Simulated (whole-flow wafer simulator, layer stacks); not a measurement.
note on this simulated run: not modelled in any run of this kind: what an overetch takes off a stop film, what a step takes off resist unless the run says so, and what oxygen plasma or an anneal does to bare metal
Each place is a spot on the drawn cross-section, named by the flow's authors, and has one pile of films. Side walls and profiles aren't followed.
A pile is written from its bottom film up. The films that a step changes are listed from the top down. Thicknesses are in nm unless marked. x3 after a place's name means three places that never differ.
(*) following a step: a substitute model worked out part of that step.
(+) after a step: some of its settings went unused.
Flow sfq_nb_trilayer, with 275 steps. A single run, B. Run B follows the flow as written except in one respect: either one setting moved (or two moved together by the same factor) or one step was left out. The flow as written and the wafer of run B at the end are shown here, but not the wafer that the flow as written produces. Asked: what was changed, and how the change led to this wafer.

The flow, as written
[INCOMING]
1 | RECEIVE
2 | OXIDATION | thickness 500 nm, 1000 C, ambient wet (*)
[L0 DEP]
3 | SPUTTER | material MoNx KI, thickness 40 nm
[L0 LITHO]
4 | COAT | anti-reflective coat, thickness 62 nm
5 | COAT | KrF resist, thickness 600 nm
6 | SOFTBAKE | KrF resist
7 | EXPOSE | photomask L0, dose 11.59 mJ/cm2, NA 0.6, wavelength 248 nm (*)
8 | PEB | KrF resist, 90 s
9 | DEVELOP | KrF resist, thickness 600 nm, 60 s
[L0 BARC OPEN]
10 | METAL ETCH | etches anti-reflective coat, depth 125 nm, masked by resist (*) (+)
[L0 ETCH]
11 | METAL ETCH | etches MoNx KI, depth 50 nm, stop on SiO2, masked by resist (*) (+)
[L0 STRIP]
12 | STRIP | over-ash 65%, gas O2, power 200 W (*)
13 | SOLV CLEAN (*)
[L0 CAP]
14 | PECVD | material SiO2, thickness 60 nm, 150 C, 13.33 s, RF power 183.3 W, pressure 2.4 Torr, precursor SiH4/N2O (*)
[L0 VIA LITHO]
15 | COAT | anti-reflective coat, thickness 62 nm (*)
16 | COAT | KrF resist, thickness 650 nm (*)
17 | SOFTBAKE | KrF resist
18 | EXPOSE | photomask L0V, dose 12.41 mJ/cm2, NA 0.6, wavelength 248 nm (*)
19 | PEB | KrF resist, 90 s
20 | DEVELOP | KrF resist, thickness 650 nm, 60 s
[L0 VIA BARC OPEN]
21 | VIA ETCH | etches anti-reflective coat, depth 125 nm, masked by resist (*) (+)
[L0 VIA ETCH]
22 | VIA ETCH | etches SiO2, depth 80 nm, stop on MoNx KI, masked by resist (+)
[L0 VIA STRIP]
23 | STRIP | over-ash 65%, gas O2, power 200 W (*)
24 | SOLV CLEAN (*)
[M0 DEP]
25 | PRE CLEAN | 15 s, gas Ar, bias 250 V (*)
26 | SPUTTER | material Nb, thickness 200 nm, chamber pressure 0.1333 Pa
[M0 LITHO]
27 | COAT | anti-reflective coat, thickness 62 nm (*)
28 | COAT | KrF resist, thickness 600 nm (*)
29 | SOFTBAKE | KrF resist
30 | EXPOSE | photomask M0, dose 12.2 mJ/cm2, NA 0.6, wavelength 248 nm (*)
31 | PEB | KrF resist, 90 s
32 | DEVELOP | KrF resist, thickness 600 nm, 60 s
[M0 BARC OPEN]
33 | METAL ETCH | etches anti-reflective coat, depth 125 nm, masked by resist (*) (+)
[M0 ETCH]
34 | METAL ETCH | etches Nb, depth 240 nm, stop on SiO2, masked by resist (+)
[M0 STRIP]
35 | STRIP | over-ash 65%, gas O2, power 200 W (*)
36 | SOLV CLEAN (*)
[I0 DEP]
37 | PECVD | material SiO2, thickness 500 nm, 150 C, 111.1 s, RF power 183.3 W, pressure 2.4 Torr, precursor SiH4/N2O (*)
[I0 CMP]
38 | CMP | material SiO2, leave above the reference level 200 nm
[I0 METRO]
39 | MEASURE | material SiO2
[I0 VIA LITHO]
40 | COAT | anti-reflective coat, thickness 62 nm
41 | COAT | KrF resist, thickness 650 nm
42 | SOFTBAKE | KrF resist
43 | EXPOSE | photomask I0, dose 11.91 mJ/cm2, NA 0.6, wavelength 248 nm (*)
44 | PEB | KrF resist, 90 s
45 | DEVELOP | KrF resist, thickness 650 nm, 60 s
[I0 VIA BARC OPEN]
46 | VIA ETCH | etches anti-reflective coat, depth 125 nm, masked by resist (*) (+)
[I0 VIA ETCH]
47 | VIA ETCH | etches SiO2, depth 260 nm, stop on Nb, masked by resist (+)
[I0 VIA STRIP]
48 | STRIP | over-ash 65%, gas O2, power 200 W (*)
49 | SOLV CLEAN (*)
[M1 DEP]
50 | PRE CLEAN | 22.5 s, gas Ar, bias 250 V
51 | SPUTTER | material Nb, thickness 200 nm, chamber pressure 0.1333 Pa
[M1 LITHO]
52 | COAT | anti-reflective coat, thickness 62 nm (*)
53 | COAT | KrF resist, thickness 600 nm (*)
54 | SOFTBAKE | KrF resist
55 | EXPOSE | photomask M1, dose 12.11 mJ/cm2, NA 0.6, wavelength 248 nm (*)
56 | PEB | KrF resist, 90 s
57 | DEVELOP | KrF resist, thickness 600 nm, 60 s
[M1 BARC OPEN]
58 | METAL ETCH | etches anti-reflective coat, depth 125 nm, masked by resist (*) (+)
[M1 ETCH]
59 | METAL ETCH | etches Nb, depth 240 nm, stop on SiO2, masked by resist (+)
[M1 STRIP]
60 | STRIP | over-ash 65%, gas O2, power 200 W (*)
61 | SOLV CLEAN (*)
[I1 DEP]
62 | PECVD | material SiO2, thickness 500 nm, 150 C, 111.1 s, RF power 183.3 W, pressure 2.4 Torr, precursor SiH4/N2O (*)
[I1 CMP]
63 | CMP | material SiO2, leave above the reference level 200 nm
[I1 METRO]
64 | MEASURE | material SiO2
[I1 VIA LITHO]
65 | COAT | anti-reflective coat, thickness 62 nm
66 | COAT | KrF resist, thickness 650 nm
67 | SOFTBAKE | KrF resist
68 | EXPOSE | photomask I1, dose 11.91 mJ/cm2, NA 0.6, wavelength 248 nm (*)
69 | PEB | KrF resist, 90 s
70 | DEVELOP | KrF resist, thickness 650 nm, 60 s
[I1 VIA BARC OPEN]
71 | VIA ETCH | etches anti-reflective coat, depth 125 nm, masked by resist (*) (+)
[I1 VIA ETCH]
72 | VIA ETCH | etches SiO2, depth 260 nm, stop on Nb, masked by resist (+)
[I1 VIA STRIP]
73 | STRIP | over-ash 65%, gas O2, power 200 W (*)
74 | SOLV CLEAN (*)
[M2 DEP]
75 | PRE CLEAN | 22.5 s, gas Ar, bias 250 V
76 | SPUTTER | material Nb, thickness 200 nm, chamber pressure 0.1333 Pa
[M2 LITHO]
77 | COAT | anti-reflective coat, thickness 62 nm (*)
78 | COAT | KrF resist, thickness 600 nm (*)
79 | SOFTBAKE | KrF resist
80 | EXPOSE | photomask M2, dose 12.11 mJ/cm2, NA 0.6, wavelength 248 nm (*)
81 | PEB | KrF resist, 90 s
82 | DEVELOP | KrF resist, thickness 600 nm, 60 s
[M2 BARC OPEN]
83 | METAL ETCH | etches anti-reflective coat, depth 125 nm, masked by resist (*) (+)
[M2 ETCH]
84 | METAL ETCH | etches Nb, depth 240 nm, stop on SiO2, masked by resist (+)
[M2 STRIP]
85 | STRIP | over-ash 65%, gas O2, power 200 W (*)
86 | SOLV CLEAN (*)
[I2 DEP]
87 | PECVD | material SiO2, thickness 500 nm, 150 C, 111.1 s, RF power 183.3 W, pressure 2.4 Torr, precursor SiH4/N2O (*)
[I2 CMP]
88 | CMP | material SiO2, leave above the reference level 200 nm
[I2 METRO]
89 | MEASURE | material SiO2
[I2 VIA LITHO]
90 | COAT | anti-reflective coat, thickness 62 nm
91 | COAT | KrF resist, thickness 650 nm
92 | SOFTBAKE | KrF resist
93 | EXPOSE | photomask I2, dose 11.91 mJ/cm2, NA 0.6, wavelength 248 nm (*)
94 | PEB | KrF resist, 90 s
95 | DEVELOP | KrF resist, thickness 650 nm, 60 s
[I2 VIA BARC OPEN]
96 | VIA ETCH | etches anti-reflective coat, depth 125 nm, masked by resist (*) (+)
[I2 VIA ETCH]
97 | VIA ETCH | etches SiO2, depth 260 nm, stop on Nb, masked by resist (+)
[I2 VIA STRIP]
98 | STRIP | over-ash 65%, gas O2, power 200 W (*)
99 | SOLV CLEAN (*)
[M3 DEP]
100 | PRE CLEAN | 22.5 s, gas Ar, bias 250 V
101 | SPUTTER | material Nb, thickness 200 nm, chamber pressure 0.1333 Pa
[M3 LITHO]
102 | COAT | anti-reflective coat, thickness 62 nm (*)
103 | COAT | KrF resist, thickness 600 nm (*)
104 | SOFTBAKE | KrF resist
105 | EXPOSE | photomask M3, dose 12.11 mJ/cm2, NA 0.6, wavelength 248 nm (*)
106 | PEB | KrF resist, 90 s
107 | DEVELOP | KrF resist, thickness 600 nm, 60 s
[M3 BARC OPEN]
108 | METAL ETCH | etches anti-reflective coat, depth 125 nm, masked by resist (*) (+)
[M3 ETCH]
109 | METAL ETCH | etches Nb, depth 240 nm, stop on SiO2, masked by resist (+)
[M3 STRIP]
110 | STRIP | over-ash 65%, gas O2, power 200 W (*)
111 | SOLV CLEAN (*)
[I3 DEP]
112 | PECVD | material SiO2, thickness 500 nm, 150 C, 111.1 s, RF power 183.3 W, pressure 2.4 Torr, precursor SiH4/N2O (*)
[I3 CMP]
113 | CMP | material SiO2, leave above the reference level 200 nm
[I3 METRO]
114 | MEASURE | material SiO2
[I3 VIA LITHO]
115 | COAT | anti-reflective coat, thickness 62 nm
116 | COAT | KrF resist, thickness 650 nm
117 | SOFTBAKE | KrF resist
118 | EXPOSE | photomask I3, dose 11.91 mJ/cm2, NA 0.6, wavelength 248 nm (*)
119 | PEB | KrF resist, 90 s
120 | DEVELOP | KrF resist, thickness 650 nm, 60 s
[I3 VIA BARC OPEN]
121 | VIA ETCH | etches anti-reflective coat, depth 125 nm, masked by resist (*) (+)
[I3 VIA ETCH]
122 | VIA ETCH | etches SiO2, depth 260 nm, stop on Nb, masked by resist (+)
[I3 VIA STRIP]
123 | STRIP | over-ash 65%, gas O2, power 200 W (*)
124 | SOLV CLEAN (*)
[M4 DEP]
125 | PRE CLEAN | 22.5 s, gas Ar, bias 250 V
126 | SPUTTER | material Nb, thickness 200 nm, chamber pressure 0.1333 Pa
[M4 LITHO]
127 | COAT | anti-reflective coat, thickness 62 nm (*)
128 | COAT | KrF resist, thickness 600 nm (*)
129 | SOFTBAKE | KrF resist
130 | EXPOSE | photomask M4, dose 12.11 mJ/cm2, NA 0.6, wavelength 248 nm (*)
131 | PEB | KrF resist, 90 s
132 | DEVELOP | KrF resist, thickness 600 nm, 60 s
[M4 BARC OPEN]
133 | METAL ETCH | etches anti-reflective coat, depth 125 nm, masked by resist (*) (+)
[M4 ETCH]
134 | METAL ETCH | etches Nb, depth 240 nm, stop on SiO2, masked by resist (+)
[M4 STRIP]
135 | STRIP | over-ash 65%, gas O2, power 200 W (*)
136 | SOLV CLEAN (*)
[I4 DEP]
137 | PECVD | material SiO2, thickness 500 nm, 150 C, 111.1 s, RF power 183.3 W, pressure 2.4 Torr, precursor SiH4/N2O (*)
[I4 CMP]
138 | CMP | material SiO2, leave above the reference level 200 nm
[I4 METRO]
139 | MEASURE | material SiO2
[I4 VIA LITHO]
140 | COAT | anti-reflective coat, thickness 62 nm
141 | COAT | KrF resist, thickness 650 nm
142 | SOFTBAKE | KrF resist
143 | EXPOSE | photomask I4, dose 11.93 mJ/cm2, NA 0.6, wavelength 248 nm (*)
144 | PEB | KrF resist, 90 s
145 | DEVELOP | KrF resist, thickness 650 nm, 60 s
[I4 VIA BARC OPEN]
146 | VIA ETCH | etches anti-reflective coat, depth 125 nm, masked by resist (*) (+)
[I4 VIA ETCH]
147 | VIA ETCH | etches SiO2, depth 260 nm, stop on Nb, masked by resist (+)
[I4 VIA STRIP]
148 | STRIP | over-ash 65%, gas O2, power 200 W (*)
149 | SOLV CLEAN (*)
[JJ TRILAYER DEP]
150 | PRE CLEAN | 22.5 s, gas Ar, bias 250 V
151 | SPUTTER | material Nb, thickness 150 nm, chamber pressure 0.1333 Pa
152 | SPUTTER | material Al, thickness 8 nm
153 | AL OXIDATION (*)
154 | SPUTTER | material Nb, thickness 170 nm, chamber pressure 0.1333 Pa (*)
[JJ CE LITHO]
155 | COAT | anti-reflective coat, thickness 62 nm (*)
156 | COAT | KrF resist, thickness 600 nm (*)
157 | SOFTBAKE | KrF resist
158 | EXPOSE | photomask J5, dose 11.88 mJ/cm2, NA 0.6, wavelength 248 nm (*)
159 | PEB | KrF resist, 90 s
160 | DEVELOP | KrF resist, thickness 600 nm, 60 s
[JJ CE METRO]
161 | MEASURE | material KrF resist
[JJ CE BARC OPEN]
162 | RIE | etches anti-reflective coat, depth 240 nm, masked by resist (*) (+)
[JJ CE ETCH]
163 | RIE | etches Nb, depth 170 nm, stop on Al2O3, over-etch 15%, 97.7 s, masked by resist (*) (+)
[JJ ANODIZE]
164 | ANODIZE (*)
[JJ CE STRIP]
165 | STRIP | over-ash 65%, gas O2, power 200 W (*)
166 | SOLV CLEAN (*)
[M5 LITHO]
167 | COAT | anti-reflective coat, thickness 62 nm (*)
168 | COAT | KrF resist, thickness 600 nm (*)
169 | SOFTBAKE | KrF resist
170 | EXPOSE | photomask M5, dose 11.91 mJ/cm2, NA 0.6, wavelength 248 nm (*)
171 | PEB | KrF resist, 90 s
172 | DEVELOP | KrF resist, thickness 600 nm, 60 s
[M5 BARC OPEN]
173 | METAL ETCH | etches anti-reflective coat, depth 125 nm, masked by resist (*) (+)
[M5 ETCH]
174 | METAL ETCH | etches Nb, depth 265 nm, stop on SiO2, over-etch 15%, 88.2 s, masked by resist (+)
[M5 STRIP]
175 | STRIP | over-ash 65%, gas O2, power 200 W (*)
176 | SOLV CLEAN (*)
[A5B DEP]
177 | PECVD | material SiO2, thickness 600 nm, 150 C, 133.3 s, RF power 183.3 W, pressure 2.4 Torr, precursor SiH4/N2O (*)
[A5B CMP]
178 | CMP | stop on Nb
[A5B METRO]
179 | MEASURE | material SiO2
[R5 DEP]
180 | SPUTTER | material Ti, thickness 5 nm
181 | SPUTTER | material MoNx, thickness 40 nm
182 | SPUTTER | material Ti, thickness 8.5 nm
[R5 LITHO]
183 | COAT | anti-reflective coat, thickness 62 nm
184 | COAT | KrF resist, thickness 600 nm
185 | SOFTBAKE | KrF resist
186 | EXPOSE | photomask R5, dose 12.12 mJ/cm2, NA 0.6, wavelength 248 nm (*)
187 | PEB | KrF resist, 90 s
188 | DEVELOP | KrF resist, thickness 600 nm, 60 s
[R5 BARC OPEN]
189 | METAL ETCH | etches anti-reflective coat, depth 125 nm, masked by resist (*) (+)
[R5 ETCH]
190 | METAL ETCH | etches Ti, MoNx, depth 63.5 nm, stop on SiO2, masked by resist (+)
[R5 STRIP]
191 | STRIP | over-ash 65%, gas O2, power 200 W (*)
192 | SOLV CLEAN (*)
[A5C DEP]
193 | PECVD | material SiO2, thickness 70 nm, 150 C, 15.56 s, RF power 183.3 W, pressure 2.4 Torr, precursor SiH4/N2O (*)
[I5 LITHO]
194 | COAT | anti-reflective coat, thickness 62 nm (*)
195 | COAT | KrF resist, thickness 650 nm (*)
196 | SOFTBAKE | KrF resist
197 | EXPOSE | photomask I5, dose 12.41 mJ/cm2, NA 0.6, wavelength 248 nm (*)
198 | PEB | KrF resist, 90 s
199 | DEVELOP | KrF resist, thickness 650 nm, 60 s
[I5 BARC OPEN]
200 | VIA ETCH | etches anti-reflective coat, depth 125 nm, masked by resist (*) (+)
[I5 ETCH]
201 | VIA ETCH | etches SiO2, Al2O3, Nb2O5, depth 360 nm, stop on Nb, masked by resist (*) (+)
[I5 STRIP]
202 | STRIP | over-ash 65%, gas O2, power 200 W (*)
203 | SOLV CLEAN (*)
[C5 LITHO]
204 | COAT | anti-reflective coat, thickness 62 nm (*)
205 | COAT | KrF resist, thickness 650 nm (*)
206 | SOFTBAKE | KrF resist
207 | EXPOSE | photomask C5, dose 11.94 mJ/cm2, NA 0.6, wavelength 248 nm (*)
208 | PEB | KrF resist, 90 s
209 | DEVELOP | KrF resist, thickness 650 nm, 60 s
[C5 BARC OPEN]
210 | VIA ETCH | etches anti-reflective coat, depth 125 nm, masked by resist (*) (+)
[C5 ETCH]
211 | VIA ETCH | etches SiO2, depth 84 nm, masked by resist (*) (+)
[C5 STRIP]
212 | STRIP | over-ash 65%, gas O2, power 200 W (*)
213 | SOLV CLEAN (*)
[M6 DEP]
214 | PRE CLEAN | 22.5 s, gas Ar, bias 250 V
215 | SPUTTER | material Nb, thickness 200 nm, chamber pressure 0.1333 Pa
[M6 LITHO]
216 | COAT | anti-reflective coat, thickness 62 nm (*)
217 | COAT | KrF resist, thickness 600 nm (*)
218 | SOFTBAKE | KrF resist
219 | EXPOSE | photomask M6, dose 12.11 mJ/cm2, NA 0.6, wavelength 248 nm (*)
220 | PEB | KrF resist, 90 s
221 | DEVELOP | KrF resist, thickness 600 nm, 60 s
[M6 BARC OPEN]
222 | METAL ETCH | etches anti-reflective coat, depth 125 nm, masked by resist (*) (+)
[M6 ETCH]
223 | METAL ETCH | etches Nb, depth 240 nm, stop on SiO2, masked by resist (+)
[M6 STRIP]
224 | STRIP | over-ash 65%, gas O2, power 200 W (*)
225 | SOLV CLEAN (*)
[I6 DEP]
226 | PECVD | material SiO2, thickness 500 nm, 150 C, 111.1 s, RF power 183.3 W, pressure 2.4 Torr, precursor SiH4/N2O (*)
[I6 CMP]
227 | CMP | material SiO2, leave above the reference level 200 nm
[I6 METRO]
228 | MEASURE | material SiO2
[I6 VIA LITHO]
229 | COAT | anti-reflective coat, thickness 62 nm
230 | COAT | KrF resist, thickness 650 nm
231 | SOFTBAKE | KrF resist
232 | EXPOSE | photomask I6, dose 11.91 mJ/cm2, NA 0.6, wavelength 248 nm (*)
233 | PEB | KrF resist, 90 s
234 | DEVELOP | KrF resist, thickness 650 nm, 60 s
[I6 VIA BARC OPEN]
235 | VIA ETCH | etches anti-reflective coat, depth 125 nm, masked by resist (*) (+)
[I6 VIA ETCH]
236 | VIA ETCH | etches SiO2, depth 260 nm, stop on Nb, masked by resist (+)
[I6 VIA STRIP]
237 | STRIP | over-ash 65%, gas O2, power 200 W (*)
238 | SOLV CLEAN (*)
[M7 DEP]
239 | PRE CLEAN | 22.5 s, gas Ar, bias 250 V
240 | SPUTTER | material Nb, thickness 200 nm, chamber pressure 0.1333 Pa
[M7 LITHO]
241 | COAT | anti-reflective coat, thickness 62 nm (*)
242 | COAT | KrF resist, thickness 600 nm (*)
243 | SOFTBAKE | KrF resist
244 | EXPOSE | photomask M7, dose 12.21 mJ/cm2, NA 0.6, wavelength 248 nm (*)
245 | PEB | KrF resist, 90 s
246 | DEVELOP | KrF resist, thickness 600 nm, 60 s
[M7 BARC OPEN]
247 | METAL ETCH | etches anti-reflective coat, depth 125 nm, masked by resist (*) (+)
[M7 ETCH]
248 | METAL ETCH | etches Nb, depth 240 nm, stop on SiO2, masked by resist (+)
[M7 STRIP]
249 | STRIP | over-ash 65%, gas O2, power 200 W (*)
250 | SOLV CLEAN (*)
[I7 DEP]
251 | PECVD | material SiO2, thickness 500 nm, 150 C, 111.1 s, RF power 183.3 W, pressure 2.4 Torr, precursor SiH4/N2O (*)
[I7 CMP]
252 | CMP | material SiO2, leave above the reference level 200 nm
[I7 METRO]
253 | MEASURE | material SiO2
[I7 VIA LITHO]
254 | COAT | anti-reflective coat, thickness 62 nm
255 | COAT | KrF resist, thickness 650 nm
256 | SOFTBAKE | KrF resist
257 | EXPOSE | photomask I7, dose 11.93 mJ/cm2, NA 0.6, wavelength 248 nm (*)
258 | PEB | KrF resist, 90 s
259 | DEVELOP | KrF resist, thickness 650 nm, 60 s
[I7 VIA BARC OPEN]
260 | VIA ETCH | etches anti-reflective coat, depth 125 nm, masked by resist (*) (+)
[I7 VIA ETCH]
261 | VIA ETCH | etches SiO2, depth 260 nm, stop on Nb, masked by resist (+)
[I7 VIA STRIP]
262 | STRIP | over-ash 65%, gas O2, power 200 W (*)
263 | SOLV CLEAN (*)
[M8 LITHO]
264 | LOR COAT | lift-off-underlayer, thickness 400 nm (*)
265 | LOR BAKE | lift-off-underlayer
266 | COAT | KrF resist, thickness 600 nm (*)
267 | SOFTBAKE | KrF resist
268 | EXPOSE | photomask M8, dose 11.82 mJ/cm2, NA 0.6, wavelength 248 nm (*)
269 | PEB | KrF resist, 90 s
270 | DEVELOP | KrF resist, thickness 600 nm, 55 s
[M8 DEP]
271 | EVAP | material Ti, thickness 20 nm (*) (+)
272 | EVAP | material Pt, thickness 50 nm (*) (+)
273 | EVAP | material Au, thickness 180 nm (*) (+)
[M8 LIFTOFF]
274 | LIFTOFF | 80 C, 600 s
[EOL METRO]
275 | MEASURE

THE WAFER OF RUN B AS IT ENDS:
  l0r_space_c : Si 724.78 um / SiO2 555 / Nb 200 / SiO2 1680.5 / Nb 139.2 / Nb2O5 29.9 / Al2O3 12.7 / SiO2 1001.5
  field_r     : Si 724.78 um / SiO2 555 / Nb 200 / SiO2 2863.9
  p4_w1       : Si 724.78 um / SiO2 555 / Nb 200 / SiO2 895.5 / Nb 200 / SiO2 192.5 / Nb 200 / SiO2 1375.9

Cause: step 63, CMP: leave above the reference level 118 nm was run, whereas the flow has leave above the reference level 200 nm.

The path from the change to this, step by step:
  63 | CMP | material SiO2, leave above the reference level 200 nm
      field_l, be, be_sur and 72 more: SiO2 loses 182 (in the flow as written it would be: SiO2 loses 100)
      v_sur, via_wl, via_wr and 20 more: SiO2 loses 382 (in the flow as written it would be: SiO2 loses 300)
      (and at 8 other places as well)
  72 | VIA ETCH | etches SiO2, depth 260 nm, stop on Nb, masked by resist (+)
      field_l, v_sur, via_wl and 102 more: KrF resist loses 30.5 (in the flow as written it would be: KrF resist loses 44.8)
      via_v: SiO2 loses 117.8 (all of it) (in the flow as written it would be: SiO2 loses 199.8 (all of it))
  73 | STRIP | over-ash 65%, gas O2, power 200 W (*)
      field_l, v_sur, via_wl and 102 more: KrF resist loses 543 (all of it), anti-reflective coat loses 62 (all of it) (in the flow as written it would be: KrF resist loses 528.6 (all of it), anti-reflective coat loses 62 (all of it))
  76 | SPUTTER | material Nb, thickness 200 nm, chamber pressure 0.1333 Pa
      via_v: Nb gains 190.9 (in the flow as written it would be: Nb gains 174.5)
  77 | COAT | anti-reflective coat, thickness 62 nm (*)
      via_sp: anti-reflective coat gains 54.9 (new film) (in the flow as written it would be: anti-reflective coat gains 53.2 (new film))
      via_v: anti-reflective coat gains 104.6 (new film) (in the flow as written it would be: anti-reflective coat gains 123.1 (new film))
      (and at 1 other place as well)
  78 | COAT | KrF resist, thickness 600 nm (*)
      via_v: KrF resist gains 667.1 (new film) (in the flow as written it would be: KrF resist gains 733.7 (new film))
  85 | STRIP | over-ash 65%, gas O2, power 200 W (*)
      via_sp: KrF resist loses 379.8 (all of it), anti-reflective coat loses 54.9 (all of it) (in the flow as written it would be: KrF resist loses 374.4 (all of it), anti-reflective coat loses 53.2 (all of it))
      via_v: KrF resist loses 449.3 (all of it), anti-reflective coat loses 104.6 (all of it) (in the flow as written it would be: KrF resist loses 515.8 (all of it), anti-reflective coat loses 123.1 (all of it))
      (and at 1 other place as well)
  87 | PECVD | material SiO2, thickness 500 nm, 150 C, 111.1 s, RF power 183.3 W, pressure 2.4 Torr, precursor SiH4/N2O (*)
      via_v: SiO2 gains 500 (new film) (in the flow as written it would be: SiO2 gains 606 (new film))
  88 | CMP | material SiO2, leave above the reference level 200 nm
      via_v: SiO2 loses 174 (in the flow as written it would be: SiO2 loses 181.6)
